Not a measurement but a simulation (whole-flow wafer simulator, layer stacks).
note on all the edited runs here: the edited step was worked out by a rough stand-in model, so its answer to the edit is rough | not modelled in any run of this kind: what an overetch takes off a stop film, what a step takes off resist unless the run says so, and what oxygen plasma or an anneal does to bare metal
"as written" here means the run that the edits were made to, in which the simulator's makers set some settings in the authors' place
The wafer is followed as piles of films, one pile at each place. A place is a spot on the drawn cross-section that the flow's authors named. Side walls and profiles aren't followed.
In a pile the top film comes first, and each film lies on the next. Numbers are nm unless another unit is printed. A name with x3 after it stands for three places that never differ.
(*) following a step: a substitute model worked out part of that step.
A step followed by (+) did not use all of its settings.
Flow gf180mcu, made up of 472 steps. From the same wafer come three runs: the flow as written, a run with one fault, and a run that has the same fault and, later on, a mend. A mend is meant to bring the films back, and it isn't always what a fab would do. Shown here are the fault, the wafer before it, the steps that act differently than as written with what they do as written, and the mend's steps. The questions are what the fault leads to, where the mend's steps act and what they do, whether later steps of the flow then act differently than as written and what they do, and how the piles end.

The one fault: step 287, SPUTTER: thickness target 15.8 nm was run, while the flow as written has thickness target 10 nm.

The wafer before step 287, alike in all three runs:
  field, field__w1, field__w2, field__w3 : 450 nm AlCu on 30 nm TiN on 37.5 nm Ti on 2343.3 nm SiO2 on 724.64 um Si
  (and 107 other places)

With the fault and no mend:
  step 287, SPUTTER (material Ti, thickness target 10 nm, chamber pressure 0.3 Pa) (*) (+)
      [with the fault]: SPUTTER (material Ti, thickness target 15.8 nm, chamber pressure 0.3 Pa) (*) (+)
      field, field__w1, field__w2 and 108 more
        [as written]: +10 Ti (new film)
        [with the fault]: +15.8 Ti (new film)
  Steps later in the flow that act otherwise than as written (5 other steps are not shown; they differ only slightly, by no more than 2% or 0.5 nm, whichever is larger):
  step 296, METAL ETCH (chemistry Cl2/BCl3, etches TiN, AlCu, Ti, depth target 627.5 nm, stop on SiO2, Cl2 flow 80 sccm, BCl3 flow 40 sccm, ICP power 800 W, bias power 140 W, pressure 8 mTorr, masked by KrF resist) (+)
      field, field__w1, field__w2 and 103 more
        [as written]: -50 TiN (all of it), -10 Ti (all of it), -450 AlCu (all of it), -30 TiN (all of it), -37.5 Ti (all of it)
        [with the fault]: -50 TiN (all of it), -15.8 Ti (all of it), -450 AlCu (all of it), -30 TiN (all of it), -37.5 Ti (all of it)
  At field__w8, contact, m1, m1__w1, m1_nw, the piles at the end differ from the flow's by more than 2% or 0.5 nm, whichever is larger.
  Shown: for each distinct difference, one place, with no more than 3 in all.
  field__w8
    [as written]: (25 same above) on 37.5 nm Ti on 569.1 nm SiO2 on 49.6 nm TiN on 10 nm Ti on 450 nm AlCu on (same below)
    [with the fault]: (25 same above) on 37.5 nm Ti on 563.3 nm SiO2 on 49.6 nm TiN on 15.8 nm Ti on 450 nm AlCu on (same below)
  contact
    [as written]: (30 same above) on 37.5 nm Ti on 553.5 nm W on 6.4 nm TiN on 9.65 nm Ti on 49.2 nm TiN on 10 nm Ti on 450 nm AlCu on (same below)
    [with the fault]: (30 same above) on 37.5 nm Ti on 547.6 nm W on 6.43 nm TiN on 9.69 nm Ti on 49.2 nm TiN on 15.8 nm Ti on 450 nm AlCu on (same below)

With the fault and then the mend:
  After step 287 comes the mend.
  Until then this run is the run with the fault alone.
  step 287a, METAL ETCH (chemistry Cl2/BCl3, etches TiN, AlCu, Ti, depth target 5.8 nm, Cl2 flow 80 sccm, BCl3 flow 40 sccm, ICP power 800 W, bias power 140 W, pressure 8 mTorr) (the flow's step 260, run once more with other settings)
      field, field__w1, field__w2 and 108 more
        -5.8 Ti
  Later steps of the flow that are run all act as written at every place that is followed.
  The piles end the same as the flow's at every place that both follow.
